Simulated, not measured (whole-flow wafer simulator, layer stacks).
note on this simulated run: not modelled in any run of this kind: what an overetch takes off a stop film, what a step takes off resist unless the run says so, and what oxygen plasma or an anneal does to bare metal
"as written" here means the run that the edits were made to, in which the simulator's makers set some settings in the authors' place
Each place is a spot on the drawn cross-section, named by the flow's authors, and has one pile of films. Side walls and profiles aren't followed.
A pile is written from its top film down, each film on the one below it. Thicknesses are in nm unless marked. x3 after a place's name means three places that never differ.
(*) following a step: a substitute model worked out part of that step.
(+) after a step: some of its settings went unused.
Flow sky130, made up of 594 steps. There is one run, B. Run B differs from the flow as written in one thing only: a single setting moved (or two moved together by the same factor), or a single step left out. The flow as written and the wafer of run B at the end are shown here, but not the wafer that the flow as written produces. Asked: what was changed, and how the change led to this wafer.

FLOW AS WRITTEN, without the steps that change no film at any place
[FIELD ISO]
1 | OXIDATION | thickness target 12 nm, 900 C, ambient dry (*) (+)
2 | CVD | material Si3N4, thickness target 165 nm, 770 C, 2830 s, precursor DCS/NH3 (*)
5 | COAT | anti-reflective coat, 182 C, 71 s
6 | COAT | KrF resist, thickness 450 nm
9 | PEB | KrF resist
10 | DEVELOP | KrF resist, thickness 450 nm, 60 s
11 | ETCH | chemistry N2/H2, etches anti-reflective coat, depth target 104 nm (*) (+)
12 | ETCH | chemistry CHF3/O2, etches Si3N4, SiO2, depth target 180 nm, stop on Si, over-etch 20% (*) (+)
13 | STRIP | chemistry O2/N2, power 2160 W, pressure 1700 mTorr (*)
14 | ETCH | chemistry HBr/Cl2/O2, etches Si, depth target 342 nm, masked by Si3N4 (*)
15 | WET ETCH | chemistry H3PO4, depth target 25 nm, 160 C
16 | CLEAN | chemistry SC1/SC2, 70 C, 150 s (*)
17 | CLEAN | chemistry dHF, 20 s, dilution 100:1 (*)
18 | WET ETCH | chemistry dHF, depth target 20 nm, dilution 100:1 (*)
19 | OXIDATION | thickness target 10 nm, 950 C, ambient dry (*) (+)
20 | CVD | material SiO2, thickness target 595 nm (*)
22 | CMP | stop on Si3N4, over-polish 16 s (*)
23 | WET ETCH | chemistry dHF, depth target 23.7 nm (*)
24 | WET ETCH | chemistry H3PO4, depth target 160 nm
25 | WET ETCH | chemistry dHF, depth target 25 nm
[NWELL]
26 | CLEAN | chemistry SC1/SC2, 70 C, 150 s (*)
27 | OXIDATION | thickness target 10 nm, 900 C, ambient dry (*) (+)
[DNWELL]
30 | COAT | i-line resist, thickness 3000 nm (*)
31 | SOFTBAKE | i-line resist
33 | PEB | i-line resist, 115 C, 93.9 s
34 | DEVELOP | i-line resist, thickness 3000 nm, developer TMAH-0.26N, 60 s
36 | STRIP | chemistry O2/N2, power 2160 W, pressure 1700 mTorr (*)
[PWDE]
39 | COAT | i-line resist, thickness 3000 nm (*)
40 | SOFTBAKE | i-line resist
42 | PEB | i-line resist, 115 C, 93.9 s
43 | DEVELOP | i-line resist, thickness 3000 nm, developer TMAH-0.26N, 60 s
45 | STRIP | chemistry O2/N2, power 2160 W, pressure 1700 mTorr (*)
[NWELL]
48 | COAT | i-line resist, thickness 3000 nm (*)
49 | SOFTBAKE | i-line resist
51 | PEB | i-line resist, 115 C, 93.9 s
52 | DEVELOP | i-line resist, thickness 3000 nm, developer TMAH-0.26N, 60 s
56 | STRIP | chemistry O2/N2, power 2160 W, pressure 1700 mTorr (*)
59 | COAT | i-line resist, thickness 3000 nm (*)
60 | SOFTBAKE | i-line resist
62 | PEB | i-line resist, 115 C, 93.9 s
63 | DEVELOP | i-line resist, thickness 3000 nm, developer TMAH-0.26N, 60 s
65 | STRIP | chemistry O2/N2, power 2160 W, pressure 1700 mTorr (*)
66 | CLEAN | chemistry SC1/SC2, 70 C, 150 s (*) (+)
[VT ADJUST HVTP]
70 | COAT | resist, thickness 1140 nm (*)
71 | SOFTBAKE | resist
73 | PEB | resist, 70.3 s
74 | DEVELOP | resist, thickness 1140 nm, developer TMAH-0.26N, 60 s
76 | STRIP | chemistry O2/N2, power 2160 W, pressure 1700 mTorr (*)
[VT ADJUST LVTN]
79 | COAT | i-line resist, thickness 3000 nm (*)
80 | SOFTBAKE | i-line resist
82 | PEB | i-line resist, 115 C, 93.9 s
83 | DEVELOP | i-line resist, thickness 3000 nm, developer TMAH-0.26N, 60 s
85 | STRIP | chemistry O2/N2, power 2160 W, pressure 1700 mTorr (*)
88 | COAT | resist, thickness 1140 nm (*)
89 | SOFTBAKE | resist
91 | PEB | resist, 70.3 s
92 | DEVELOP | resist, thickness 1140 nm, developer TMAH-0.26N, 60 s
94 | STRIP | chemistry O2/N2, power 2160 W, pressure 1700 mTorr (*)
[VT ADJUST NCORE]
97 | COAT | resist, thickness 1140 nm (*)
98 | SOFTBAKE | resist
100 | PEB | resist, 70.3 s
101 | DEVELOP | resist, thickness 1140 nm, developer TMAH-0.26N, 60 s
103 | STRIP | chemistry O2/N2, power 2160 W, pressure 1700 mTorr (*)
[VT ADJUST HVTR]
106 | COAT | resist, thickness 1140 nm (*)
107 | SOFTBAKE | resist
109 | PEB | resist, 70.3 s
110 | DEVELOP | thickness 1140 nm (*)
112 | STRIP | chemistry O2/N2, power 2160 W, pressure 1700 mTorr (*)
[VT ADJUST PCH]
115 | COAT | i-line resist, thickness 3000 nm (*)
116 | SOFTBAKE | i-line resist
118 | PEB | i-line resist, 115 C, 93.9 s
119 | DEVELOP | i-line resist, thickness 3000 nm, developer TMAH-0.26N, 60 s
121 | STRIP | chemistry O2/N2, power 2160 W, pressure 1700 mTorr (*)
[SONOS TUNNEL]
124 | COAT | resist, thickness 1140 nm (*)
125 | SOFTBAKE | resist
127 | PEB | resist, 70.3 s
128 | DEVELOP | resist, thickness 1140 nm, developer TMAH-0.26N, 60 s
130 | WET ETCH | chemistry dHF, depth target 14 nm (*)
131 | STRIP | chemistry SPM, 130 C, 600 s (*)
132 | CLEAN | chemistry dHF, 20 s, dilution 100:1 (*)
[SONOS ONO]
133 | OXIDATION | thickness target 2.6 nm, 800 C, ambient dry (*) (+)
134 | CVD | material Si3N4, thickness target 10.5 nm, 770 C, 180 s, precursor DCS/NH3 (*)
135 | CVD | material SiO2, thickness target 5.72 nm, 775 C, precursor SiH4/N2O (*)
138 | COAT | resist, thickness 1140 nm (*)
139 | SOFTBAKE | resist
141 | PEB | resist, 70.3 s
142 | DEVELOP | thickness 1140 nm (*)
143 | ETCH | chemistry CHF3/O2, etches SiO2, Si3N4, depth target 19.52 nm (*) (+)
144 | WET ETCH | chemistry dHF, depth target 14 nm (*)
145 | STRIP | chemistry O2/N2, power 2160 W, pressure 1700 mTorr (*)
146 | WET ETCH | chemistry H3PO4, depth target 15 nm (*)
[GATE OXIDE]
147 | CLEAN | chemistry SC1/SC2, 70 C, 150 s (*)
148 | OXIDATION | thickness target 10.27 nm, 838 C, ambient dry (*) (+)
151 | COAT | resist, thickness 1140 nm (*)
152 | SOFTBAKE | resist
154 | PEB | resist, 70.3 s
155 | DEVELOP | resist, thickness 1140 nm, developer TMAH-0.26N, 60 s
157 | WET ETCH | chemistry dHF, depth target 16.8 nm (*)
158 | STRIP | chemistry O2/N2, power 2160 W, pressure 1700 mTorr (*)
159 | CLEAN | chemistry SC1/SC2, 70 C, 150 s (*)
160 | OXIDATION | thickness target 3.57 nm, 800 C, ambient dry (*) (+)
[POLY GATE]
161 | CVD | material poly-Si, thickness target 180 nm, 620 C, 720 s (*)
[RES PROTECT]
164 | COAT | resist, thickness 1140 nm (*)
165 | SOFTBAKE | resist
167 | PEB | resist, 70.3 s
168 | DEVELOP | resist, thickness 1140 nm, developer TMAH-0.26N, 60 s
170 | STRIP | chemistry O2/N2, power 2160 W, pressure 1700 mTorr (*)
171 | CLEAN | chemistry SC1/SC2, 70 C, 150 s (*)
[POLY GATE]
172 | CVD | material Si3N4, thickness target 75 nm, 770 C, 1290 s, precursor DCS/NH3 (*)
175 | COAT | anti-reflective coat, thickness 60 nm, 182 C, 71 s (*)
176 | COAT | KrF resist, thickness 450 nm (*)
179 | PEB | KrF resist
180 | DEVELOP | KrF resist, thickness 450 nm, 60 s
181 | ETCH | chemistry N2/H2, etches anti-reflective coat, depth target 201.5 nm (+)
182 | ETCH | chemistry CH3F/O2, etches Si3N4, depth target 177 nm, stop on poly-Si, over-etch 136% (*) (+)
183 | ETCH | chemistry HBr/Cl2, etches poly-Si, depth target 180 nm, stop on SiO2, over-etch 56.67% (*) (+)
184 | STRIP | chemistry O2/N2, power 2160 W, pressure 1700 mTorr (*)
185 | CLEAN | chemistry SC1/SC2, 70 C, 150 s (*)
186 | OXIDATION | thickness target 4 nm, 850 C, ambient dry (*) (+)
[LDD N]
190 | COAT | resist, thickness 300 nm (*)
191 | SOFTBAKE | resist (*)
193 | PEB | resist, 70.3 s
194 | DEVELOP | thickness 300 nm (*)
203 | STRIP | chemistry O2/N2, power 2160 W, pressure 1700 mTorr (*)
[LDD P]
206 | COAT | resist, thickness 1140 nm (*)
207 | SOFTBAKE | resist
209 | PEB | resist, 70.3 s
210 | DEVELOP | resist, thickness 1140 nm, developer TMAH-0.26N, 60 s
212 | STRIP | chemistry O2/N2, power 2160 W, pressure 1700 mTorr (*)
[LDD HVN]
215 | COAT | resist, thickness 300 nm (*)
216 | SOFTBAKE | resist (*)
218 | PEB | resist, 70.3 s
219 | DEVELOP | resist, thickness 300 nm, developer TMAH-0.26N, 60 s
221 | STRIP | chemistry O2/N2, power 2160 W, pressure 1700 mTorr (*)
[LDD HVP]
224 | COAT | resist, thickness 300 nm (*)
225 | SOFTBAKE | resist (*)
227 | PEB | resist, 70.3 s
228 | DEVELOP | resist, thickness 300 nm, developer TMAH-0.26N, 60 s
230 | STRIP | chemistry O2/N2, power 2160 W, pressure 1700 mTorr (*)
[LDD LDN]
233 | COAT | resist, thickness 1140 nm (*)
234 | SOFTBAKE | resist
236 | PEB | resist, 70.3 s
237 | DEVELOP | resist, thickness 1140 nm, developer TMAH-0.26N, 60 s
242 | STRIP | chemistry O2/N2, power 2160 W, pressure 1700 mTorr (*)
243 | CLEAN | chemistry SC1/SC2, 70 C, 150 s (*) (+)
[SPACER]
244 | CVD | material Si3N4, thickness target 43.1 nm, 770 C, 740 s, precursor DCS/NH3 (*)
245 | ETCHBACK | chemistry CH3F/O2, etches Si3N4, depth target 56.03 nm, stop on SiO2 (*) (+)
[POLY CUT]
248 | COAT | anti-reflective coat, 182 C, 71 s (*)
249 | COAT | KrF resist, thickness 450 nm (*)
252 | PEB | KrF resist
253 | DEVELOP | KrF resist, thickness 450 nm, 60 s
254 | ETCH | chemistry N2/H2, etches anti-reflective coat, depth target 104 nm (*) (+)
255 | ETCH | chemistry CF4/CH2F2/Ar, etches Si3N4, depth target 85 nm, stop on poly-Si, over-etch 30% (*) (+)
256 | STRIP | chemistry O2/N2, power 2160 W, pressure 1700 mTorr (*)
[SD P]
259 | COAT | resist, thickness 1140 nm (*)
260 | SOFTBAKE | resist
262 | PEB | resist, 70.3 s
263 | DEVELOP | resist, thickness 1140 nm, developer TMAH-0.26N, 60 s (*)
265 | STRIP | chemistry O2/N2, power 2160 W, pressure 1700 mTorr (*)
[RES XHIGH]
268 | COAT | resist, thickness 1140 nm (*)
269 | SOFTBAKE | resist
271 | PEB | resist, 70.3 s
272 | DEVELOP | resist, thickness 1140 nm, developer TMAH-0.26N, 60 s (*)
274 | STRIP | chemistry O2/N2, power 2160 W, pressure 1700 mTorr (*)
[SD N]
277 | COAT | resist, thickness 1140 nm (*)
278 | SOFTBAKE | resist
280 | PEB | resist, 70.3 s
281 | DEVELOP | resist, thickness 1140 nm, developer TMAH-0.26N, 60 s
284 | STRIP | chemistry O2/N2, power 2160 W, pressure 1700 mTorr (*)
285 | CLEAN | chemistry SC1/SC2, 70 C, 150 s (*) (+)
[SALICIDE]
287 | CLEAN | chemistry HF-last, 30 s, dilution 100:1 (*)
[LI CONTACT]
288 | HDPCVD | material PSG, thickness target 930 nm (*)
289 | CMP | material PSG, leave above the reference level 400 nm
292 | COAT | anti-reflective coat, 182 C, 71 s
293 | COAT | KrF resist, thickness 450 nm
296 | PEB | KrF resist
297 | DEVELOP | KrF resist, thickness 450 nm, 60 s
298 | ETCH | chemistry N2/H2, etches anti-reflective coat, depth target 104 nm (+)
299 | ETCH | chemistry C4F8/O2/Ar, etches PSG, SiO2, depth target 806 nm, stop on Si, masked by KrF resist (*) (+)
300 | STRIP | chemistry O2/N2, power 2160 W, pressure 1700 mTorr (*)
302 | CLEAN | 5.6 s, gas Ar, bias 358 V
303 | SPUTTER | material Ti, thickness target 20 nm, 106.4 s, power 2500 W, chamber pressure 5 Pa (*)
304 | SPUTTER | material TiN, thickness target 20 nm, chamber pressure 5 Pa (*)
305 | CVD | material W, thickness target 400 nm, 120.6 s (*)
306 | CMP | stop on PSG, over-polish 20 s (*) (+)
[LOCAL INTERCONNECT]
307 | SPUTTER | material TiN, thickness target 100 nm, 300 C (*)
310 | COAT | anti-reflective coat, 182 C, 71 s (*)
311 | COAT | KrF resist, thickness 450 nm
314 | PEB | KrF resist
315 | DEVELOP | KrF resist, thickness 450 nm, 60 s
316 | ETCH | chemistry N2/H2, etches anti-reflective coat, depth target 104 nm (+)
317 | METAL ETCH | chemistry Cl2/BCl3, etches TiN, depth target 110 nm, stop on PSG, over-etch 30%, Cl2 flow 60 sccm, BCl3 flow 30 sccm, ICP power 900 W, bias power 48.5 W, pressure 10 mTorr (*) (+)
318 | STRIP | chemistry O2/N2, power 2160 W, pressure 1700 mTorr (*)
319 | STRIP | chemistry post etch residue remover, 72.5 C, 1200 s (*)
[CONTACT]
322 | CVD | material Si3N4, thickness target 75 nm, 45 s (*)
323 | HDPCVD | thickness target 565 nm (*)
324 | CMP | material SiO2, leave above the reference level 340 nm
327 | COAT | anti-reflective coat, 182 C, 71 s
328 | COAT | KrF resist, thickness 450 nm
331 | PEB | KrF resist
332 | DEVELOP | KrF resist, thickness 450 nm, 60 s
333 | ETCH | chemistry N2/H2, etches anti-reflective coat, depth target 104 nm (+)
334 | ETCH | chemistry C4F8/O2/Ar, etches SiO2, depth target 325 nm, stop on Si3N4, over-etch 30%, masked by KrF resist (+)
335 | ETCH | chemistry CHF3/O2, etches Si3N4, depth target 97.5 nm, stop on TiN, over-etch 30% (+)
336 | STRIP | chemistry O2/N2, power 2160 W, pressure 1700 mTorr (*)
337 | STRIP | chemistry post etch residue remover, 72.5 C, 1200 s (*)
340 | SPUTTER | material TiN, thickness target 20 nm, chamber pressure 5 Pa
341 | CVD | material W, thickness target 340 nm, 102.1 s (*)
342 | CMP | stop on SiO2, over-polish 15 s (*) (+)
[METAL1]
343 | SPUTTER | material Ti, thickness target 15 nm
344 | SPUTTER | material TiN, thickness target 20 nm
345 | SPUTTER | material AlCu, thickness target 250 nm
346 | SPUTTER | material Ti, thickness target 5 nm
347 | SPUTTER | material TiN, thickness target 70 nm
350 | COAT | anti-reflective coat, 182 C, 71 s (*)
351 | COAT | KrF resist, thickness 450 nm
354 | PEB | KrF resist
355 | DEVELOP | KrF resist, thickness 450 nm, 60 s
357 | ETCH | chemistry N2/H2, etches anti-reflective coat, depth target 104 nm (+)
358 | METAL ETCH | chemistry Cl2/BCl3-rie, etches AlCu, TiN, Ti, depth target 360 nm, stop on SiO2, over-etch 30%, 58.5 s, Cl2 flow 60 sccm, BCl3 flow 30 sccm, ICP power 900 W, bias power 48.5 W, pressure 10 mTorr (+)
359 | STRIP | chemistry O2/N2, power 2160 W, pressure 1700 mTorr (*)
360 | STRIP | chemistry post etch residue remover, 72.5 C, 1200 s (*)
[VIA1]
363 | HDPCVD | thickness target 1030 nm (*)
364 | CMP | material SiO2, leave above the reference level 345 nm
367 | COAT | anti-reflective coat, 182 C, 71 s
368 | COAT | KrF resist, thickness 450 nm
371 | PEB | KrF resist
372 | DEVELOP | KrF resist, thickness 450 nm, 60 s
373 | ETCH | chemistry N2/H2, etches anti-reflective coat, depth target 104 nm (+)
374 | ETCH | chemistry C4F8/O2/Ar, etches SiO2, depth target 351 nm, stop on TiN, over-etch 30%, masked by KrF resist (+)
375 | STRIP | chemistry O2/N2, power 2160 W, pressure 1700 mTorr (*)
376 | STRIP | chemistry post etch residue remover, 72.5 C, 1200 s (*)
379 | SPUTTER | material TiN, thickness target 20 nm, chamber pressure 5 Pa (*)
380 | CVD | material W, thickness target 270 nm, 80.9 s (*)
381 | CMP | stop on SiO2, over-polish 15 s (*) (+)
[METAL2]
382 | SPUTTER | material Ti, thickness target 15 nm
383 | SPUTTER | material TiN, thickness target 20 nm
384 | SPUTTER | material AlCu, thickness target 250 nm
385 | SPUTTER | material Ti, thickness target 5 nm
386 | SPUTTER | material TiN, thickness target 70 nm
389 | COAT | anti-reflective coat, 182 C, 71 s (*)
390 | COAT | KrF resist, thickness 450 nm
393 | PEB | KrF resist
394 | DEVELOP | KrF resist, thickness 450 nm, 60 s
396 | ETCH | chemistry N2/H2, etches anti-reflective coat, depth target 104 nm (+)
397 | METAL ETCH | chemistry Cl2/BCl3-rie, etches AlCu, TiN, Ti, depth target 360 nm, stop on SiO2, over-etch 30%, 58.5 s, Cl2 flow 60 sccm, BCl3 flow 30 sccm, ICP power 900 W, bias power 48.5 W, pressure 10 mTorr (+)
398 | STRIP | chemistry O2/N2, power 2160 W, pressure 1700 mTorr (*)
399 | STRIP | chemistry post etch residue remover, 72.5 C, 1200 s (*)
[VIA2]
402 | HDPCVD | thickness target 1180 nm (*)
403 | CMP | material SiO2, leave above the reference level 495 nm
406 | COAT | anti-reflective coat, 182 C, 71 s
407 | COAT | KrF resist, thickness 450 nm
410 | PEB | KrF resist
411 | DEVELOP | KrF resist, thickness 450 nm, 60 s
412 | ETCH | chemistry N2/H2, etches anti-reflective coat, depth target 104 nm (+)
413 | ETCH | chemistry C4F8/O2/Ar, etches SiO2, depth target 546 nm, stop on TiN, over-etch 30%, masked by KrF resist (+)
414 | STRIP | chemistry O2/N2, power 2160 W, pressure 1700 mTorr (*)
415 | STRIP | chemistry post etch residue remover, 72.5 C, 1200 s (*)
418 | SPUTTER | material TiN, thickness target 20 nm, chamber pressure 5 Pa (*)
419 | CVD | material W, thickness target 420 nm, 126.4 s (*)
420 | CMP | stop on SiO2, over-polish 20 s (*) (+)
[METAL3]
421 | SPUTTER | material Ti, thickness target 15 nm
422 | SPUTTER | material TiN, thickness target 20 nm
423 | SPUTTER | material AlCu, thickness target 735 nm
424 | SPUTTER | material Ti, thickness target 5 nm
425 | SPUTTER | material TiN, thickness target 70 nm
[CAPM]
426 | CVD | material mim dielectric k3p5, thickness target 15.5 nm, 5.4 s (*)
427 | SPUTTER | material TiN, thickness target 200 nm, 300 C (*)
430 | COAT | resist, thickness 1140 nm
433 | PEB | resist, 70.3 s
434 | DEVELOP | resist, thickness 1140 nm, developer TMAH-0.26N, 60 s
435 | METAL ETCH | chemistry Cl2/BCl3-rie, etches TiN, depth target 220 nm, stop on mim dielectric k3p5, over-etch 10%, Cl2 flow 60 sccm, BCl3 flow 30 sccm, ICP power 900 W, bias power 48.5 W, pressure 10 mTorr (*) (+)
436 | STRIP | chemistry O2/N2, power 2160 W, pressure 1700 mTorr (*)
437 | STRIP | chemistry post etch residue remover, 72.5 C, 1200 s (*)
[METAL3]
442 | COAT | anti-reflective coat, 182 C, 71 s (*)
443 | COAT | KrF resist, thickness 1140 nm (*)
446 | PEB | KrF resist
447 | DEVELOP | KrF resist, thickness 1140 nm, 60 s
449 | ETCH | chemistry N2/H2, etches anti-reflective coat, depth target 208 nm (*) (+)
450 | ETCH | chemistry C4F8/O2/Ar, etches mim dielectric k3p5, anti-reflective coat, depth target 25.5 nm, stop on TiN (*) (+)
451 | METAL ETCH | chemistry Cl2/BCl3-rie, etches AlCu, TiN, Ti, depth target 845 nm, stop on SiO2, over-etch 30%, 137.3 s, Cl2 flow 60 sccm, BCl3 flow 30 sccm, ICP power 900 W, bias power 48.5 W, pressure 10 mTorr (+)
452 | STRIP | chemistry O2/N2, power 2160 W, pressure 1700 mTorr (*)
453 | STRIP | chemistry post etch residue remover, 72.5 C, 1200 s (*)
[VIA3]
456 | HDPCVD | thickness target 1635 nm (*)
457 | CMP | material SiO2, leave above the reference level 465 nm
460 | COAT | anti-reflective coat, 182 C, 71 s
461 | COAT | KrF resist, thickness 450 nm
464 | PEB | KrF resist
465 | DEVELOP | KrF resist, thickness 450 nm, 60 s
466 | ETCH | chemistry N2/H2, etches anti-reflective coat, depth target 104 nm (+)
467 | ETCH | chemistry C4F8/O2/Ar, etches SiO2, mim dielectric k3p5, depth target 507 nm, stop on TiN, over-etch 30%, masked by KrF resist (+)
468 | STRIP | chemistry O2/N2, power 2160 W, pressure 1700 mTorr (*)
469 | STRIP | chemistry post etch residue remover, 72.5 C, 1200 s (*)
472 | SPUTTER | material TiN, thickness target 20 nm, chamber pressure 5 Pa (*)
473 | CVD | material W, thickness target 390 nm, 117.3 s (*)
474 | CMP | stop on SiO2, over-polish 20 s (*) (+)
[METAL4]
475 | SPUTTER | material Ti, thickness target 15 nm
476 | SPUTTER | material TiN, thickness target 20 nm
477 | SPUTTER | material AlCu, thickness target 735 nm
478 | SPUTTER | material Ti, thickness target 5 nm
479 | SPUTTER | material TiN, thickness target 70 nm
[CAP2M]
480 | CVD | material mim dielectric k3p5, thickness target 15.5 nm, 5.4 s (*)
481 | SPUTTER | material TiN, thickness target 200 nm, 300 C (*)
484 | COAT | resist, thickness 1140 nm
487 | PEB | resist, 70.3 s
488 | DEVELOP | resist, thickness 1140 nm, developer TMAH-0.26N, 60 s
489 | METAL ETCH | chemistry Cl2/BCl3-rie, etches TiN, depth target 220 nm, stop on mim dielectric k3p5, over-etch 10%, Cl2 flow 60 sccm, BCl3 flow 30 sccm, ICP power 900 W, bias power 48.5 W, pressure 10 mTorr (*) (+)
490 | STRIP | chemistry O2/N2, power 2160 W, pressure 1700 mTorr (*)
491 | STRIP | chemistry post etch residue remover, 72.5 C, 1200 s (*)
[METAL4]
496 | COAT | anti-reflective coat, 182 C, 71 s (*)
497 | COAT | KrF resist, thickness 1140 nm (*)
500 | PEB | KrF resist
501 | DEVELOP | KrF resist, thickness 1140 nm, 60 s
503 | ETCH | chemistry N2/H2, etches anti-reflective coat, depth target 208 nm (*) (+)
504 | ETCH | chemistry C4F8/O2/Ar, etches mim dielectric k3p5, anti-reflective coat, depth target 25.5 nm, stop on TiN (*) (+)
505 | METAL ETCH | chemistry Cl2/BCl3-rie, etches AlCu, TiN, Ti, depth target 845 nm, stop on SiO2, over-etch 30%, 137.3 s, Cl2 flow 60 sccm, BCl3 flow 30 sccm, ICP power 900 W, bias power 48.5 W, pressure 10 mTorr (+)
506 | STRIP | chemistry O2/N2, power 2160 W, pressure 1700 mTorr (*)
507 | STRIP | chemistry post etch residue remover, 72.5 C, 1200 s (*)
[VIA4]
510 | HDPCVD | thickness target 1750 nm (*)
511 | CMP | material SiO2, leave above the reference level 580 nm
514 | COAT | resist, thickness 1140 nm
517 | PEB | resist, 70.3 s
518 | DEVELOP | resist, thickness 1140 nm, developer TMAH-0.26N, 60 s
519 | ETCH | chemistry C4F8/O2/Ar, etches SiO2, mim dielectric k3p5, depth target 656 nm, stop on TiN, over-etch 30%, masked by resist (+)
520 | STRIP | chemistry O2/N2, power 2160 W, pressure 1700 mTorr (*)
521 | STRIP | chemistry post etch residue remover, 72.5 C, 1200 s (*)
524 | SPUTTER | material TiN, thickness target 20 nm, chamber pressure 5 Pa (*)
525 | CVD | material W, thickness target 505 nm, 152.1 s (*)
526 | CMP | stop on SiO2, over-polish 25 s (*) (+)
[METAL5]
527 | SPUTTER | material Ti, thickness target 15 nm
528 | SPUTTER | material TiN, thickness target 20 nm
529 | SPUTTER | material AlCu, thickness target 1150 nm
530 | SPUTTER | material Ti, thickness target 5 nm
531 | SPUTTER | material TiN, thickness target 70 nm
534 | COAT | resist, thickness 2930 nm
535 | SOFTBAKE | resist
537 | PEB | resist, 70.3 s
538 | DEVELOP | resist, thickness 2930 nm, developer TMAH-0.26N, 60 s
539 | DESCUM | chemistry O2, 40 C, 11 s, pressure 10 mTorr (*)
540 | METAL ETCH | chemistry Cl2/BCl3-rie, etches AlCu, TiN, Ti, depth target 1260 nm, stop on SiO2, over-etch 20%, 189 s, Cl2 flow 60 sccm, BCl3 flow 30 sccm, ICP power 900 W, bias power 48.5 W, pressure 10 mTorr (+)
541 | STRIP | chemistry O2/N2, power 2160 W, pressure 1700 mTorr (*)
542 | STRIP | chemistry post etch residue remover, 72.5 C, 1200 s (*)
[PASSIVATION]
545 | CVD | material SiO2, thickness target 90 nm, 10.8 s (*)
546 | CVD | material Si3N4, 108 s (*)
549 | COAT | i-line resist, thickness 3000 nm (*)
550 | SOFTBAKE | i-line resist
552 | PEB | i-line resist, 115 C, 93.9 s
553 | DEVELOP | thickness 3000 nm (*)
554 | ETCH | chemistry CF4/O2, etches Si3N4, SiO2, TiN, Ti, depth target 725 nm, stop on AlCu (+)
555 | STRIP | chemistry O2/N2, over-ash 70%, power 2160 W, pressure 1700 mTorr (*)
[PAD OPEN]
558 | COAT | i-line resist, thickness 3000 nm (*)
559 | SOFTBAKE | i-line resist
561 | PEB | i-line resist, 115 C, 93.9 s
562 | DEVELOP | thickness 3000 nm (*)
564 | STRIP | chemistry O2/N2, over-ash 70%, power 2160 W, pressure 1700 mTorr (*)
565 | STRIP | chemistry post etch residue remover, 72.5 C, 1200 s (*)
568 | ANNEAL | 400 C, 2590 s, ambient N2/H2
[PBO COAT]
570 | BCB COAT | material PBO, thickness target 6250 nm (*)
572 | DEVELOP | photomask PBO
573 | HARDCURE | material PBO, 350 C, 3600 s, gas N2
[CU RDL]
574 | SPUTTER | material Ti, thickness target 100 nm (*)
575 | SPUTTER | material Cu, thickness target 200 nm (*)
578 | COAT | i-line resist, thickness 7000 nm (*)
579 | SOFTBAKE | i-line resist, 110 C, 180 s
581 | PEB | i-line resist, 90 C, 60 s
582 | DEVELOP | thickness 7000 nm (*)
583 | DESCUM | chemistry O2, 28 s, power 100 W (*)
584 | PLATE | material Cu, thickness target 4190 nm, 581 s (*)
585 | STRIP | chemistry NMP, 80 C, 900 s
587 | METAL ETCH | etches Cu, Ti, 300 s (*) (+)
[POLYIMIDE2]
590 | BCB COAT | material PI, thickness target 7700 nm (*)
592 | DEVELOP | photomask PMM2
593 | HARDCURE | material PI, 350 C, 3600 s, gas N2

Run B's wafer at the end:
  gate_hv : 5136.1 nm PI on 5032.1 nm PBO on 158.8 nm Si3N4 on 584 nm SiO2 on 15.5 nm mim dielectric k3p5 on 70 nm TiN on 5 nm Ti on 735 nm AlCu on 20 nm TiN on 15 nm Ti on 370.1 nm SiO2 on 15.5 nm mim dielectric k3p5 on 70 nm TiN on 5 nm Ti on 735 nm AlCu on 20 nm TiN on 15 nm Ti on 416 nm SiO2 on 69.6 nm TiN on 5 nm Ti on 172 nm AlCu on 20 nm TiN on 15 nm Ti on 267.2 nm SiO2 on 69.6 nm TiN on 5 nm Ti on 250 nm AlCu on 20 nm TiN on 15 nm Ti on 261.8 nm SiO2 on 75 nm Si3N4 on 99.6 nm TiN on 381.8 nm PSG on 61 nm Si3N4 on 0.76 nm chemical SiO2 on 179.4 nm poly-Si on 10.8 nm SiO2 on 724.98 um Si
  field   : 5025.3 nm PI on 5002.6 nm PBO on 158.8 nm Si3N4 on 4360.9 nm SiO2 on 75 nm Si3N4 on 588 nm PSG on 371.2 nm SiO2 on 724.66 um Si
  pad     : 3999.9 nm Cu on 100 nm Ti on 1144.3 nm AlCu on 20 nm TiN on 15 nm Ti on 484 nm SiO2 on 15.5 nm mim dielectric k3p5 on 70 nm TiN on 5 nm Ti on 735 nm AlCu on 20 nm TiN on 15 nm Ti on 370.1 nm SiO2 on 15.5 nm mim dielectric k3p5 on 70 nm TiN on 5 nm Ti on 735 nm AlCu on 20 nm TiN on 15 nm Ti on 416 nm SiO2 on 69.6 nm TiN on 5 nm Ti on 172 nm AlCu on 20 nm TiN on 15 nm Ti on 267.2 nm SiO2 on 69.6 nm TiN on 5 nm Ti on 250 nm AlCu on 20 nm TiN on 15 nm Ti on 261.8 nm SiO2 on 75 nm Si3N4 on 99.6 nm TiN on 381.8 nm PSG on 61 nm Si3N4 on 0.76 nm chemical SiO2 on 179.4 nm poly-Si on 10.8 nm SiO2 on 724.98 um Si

The reason: step 384, SPUTTER: thickness target 172 nm was run, though the flow has thickness target 250 nm.
The wafer itself shows it: gate_hv has AlCu 172, and step 384 as written asks for 250 nm.

The path from the change to this, step by step:
  384 | SPUTTER | material AlCu, thickness target 250 nm
      field, active, n_well and 188 more: +172 AlCu (new film) (in the flow as written it would be: +250 AlCu (new film))
  397 | METAL ETCH | chemistry Cl2/BCl3-rie, etches AlCu, TiN, Ti, depth target 360 nm, stop on SiO2, over-etch 30%, 58.5 s, Cl2 flow 60 sccm, BCl3 flow 30 sccm, ICP power 900 W, bias power 48.5 W, pressure 10 mTorr (+)
      field, active, gate and 82 more: -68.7 TiN (all of it), -5 Ti (all of it), -172 AlCu (all of it), -20 TiN (all of it), -15 Ti (all of it), -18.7 SiO2 (in the flow as written it would be: -68.7 TiN (all of it), -5 Ti (all of it), -250 AlCu (all of it), -20 TiN (all of it), -15 Ti (all of it), -10.9 SiO2)
  403 | CMP | material SiO2, leave above the reference level 495 nm
      field, active, gate and 82 more: -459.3 SiO2 (in the flow as written it would be: -389.1 SiO2)
